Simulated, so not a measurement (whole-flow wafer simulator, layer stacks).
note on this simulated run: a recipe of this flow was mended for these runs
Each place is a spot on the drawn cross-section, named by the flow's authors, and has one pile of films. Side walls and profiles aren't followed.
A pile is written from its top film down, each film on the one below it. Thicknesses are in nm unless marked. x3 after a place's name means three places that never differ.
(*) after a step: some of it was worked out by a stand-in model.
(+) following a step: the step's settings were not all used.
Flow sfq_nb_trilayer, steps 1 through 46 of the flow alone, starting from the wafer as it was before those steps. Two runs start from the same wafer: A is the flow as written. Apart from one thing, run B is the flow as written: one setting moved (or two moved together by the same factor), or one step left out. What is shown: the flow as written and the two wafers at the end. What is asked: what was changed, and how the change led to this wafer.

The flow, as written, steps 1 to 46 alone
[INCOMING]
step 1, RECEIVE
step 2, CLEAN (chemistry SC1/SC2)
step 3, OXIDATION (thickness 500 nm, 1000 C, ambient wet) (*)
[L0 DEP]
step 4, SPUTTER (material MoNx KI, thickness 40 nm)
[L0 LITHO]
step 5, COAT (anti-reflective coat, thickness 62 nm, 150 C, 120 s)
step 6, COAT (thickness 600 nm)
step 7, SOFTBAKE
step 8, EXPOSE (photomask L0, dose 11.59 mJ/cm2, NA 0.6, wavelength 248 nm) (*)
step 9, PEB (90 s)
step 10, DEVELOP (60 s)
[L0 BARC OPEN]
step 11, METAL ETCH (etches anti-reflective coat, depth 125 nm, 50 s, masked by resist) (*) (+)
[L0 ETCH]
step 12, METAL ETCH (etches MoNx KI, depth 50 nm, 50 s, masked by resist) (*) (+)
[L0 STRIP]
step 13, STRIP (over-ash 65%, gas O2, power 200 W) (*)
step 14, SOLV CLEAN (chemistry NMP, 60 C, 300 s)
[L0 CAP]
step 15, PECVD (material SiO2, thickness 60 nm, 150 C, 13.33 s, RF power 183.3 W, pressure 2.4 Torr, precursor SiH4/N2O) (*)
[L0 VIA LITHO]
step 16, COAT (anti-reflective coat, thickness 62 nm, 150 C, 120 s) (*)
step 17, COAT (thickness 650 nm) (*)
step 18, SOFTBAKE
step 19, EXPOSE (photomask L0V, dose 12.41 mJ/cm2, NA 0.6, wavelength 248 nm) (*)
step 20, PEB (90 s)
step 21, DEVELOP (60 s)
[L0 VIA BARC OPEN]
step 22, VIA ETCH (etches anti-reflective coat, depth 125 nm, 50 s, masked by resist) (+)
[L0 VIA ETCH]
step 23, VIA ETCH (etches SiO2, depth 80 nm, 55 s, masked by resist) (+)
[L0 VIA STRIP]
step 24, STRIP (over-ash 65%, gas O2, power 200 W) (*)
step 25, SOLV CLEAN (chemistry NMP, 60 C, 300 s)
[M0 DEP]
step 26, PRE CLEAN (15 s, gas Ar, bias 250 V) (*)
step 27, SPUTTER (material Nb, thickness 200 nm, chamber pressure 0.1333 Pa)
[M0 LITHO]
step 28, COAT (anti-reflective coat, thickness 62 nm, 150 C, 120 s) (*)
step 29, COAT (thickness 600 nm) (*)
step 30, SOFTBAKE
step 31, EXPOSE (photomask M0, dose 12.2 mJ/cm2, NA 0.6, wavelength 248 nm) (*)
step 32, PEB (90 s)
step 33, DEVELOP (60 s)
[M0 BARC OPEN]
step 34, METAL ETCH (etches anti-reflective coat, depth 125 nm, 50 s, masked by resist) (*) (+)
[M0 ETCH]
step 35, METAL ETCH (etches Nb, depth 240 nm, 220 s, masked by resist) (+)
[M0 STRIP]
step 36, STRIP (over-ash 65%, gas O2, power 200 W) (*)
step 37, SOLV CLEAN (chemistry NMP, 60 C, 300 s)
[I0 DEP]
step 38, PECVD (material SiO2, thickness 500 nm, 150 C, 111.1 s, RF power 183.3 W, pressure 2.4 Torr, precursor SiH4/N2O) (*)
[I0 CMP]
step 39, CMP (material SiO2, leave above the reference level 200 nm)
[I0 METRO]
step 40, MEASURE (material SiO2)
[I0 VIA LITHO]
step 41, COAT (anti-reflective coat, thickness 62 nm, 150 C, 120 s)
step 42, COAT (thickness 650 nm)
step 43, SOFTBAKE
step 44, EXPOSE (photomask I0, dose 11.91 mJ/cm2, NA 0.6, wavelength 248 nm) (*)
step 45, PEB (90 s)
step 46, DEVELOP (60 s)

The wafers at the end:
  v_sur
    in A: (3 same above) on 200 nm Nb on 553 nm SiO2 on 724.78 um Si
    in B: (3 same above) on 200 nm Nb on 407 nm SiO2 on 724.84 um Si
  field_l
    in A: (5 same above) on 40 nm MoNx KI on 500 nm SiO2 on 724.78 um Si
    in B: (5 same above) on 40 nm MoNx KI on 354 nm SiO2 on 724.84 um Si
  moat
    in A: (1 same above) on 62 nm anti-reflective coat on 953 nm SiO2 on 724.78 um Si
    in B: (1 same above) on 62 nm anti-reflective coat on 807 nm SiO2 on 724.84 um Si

The reason: step 3, OXIDATION: thickness 354 nm was run, whereas the flow has thickness 500 nm.
One can read it off the wafer: field_l has SiO2 354, and step 3 as written asks for 500 nm.

Step by step, how the change led to this:
  step 3, OXIDATION (thickness 500 nm, 1000 C, ambient wet) (*)
      field_l, v_sur, via_wl and 103 more: A +500 SiO2 (new film), -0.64 chemical SiO2 (all of it), -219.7 Si | B +354 SiO2 (new film), -0.64 chemical SiO2 (all of it), -155.5 Si
